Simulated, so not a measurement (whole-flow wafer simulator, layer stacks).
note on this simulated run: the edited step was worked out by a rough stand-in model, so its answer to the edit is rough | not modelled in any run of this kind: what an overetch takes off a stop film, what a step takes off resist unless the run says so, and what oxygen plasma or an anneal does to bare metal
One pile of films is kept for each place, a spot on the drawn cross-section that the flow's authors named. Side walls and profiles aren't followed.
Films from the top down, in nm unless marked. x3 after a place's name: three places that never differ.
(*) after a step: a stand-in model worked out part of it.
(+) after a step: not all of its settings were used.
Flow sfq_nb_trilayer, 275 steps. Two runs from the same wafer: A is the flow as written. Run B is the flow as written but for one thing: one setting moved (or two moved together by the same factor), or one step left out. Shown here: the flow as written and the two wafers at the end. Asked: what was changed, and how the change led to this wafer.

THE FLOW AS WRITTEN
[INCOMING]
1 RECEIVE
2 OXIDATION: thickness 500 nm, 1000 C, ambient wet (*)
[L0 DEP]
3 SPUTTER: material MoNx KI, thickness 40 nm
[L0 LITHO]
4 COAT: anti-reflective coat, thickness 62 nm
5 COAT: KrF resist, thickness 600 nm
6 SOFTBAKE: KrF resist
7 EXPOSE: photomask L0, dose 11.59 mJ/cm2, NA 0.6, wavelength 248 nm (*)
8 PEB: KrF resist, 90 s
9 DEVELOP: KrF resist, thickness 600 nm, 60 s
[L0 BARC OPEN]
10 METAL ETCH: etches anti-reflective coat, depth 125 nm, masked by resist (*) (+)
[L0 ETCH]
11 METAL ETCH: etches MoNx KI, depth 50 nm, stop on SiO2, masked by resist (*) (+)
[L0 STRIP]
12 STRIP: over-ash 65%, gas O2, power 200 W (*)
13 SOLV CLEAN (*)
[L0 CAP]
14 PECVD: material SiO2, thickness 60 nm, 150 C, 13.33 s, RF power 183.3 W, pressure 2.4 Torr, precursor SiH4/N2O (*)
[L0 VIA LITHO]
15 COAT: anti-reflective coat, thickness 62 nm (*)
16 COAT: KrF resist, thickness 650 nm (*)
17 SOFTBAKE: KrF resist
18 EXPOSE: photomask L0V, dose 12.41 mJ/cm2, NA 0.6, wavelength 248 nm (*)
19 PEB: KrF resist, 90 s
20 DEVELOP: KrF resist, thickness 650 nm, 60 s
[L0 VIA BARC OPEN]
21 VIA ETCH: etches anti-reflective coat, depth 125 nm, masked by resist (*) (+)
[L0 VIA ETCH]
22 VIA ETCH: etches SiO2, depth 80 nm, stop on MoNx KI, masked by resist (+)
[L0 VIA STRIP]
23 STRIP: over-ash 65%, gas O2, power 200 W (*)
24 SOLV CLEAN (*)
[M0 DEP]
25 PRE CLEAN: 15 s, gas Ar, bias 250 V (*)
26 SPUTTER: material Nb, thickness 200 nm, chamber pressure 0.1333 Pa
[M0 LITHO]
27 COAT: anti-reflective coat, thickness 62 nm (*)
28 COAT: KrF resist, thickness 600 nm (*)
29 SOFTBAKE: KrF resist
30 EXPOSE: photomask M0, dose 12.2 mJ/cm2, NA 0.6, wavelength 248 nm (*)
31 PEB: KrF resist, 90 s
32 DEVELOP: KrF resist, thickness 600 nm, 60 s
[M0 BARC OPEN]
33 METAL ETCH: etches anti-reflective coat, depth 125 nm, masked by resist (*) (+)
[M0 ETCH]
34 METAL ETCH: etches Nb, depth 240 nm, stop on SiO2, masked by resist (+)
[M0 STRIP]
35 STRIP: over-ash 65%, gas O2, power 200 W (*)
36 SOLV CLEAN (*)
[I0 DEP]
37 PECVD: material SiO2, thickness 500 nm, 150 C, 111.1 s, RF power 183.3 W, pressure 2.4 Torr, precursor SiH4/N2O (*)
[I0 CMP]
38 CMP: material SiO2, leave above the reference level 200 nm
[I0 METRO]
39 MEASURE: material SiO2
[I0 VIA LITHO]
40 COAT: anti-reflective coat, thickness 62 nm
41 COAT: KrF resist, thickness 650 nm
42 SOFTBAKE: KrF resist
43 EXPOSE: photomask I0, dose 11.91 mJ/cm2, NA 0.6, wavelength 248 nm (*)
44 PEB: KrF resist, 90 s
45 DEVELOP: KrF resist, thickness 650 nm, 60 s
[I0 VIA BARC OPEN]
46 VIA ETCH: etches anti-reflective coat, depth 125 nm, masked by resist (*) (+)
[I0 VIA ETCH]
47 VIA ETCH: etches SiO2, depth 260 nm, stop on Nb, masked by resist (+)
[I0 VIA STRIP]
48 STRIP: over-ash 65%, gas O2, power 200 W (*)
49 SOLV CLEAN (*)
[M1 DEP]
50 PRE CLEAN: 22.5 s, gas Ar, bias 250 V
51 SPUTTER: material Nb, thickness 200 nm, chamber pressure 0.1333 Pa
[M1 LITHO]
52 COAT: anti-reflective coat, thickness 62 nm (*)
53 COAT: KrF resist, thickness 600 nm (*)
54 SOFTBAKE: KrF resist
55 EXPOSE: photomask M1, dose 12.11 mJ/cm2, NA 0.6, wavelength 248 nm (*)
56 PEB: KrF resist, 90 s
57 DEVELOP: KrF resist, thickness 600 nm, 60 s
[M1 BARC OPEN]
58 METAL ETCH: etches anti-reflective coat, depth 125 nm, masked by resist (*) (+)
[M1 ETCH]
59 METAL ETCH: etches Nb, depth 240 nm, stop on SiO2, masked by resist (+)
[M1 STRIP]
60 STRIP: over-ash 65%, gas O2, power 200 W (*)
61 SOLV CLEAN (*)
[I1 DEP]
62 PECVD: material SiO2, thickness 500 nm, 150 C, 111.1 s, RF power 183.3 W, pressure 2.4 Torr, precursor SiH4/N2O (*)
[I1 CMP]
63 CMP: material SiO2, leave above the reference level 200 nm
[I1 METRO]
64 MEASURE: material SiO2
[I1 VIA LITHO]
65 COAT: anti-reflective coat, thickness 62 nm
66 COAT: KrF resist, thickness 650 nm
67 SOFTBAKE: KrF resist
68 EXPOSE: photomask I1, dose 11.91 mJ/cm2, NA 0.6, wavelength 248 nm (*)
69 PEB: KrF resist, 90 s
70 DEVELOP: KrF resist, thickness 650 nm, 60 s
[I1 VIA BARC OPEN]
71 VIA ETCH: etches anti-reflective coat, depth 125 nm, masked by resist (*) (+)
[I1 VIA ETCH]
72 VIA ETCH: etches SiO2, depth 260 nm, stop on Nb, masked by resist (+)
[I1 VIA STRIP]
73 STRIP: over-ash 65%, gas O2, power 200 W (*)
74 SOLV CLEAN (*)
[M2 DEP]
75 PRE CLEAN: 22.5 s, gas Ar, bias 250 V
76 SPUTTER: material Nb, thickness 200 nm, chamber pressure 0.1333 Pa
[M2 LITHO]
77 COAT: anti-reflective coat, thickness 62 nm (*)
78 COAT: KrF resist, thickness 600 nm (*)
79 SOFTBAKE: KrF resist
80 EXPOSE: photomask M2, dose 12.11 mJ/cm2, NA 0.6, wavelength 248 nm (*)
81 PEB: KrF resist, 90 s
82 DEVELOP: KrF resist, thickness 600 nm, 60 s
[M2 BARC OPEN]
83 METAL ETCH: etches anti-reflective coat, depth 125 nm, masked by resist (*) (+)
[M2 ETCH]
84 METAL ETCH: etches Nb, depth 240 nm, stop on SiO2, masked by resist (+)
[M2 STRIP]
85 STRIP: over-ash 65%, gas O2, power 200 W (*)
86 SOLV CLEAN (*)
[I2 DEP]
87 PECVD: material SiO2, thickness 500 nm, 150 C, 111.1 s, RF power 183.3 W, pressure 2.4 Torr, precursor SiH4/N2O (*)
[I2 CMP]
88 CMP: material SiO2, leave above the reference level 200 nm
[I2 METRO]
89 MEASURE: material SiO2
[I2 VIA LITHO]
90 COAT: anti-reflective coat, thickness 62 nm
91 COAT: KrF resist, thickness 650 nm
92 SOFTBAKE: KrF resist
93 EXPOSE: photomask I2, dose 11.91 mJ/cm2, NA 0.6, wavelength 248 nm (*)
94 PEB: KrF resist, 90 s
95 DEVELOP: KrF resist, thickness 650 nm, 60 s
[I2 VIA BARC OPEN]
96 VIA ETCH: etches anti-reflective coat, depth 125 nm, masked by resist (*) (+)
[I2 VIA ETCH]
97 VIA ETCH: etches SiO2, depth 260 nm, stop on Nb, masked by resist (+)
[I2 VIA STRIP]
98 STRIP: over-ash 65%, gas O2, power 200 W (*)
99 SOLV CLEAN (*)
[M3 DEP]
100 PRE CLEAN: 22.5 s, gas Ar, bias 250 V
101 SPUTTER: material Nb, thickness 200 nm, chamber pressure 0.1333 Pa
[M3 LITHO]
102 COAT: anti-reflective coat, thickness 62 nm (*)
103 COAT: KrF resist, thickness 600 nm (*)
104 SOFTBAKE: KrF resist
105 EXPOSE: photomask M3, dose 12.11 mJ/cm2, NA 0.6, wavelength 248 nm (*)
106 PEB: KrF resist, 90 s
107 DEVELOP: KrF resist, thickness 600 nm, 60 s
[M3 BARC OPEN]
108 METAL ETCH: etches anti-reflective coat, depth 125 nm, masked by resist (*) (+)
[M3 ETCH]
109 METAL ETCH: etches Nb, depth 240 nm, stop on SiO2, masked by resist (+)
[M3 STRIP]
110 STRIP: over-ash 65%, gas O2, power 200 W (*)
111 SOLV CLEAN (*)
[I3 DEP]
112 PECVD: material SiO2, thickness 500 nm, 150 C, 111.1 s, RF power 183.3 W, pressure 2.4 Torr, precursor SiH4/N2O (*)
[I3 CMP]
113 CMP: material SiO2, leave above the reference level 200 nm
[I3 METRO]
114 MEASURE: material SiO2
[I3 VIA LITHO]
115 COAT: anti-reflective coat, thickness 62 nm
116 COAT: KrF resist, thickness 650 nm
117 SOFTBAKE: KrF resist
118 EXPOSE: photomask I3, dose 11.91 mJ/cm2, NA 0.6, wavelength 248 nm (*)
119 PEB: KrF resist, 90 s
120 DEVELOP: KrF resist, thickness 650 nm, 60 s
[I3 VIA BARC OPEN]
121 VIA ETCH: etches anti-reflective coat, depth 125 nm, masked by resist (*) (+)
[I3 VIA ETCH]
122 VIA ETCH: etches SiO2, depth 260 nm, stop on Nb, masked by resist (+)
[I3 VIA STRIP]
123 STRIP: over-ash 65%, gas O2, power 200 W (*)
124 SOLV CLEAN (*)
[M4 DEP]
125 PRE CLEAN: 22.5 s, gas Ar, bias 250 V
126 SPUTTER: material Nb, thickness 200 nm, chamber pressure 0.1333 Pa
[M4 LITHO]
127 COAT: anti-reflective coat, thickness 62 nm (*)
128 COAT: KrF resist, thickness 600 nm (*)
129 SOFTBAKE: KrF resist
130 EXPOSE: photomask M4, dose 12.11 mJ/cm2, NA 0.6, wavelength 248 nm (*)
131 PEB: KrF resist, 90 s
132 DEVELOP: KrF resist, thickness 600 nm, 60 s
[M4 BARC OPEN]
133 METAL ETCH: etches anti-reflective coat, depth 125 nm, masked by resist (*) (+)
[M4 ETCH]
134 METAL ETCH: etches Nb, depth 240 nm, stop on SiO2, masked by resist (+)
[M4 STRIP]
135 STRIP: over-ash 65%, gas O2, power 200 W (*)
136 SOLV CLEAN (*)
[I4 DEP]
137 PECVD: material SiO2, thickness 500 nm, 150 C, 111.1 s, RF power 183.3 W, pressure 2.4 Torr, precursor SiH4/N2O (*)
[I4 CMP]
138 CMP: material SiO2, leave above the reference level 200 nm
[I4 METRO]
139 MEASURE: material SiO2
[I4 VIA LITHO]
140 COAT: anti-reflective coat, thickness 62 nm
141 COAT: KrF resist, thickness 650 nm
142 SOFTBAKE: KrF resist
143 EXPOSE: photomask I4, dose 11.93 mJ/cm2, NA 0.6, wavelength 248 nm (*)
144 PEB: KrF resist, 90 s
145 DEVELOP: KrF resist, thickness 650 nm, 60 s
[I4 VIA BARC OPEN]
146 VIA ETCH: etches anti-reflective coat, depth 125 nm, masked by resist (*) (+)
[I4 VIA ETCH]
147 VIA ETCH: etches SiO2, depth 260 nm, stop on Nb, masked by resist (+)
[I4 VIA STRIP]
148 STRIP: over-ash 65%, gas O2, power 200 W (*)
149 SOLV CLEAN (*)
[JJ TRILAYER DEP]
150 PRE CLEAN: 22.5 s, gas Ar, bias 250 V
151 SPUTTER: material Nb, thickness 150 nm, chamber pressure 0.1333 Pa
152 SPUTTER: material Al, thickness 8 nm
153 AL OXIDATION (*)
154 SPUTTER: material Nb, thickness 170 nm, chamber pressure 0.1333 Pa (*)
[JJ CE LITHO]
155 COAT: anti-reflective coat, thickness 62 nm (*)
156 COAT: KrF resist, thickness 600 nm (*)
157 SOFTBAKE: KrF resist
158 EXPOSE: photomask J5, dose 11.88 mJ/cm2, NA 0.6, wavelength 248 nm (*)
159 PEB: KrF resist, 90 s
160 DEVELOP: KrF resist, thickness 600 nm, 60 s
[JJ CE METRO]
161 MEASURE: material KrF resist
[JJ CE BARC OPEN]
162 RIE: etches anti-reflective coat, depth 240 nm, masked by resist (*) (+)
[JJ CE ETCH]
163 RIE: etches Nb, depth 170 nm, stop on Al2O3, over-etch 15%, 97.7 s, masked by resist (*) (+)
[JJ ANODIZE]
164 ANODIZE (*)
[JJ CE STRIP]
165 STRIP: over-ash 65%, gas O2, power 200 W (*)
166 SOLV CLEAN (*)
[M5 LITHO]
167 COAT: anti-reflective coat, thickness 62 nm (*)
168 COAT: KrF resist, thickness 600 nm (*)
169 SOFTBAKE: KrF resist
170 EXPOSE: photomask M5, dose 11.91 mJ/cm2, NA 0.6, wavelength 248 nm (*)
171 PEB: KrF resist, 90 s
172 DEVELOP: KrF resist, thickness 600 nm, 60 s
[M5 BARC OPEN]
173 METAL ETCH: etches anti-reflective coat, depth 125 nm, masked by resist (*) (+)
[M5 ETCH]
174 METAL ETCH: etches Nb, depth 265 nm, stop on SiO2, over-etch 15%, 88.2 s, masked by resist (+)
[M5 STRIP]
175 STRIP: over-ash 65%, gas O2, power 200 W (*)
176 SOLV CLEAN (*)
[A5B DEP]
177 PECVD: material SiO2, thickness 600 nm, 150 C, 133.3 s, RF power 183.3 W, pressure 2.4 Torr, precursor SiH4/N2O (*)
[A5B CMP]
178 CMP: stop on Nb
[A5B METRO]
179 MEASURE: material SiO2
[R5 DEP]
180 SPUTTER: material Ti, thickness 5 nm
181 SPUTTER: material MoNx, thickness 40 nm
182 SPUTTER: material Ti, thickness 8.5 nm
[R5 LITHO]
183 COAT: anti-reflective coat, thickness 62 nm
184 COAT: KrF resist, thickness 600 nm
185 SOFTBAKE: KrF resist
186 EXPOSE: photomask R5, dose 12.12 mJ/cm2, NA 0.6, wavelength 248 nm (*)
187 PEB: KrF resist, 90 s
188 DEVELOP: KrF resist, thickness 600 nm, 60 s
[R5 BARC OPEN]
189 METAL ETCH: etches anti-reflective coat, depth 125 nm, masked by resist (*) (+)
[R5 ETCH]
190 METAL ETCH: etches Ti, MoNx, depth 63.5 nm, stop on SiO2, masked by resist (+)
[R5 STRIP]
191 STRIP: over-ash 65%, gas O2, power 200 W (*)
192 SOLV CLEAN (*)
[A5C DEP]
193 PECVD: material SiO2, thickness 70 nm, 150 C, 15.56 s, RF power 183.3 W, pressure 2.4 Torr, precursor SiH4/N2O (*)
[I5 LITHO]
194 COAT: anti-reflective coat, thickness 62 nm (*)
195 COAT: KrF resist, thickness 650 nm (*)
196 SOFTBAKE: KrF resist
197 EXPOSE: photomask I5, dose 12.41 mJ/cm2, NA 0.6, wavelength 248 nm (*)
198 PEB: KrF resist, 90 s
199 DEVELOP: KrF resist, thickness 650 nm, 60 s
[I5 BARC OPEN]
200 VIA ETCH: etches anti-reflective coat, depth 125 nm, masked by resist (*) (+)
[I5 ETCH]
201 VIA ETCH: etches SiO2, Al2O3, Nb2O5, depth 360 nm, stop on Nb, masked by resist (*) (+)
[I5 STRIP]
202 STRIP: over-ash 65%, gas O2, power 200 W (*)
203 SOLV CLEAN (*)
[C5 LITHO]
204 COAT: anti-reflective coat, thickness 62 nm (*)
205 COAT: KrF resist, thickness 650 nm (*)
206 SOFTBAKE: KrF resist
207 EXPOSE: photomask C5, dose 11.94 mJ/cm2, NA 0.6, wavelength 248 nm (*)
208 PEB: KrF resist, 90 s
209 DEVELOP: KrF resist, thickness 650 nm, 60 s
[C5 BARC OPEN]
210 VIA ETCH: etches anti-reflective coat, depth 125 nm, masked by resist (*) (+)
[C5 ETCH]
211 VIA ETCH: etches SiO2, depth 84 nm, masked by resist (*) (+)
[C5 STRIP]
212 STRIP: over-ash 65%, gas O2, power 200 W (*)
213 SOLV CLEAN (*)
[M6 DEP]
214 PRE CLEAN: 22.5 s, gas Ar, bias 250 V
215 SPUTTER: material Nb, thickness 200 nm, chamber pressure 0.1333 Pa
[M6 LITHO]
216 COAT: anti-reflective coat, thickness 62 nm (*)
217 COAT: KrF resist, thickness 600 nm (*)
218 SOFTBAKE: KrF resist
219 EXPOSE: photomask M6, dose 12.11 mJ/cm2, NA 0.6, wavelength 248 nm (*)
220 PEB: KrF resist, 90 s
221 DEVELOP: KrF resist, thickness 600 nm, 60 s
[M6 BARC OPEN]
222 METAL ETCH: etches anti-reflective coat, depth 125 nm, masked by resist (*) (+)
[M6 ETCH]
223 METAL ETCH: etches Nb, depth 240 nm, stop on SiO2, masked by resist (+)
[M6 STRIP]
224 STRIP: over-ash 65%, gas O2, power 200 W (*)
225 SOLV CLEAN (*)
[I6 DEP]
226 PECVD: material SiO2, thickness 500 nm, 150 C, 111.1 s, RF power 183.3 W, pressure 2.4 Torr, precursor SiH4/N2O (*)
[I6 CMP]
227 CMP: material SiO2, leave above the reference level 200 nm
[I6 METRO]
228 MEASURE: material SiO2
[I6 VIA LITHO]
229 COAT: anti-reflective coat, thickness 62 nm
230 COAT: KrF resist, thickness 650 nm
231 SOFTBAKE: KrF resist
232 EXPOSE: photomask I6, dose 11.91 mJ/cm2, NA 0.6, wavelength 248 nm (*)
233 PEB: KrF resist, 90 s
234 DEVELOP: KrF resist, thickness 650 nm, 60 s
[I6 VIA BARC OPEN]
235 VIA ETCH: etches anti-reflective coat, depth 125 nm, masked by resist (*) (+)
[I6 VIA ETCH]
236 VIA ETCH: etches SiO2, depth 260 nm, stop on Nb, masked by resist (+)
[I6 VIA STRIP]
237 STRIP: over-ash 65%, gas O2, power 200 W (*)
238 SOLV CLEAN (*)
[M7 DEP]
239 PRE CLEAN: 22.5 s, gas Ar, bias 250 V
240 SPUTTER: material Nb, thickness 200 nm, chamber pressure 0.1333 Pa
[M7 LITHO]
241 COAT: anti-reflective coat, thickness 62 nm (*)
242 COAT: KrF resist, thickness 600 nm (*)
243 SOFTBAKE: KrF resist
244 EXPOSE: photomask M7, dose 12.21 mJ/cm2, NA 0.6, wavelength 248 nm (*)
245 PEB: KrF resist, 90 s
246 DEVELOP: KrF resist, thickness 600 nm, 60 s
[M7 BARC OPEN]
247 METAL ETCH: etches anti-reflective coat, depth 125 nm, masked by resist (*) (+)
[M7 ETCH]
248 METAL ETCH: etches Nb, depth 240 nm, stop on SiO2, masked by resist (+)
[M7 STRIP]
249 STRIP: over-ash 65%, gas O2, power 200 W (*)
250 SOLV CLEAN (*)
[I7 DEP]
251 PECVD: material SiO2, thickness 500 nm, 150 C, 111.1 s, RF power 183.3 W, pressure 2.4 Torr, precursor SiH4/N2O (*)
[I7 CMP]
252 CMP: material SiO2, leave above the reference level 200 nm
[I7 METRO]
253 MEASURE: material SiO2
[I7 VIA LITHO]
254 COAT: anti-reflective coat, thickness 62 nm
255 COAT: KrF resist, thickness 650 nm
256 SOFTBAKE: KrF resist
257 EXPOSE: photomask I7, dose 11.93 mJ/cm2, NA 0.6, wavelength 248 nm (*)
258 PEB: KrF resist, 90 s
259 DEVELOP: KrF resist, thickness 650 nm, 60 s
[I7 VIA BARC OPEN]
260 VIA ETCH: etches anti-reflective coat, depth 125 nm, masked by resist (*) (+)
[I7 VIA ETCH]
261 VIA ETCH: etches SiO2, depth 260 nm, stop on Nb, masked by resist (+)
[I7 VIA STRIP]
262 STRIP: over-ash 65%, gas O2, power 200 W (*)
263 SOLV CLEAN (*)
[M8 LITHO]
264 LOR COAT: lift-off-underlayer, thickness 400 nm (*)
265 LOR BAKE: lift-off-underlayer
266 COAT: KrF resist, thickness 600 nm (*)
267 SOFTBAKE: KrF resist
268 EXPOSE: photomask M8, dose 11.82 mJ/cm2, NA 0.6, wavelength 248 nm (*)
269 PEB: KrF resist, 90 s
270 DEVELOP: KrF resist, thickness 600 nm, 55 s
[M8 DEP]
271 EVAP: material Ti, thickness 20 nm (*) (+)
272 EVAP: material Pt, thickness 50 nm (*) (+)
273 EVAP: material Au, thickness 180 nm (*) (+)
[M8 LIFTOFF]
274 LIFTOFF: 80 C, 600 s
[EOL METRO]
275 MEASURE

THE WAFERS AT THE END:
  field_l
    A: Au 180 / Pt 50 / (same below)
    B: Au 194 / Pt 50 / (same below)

The cause: step 273, EVAP: thickness 194 nm was run, where the flow has thickness 180 nm.
It can be read off the wafer: field_l has Au 194, and step 273 as written asks for 180 nm.

How the change led to this, step by step:
  273 EVAP: material Au, thickness 180 nm (*) (+)
      field_l, v_sur, via_wl and 103 more: A Au +180 (new film) | B Au +194 (new film)
  274 LIFTOFF: 80 C, 600 s
      p4_fl, p4_fm, p4_w1 and 71 more: A Au -180 (all of it), Pt -50 (all of it), Ti -20 (all of it), KrF resist -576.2 (all of it), lift-off-underlayer -400 (all of it) | B Au -194 (all of it), Pt -50 (all of it), Ti -20 (all of it), KrF resist -576.2 (all of it), lift-off-underlayer -400 (all of it)
      c5j, ce_r: A Au -180 (all of it), Pt -50 (all of it), Ti -20 (all of it), KrF resist -573.3 (all of it), lift-off-underlayer -399.3 (all of it) | B Au -194 (all of it), Pt -50 (all of it), Ti -20 (all of it), KrF resist -573.3 (all of it), lift-off-underlayer -399.3 (all of it)
      (and at 19 more places)
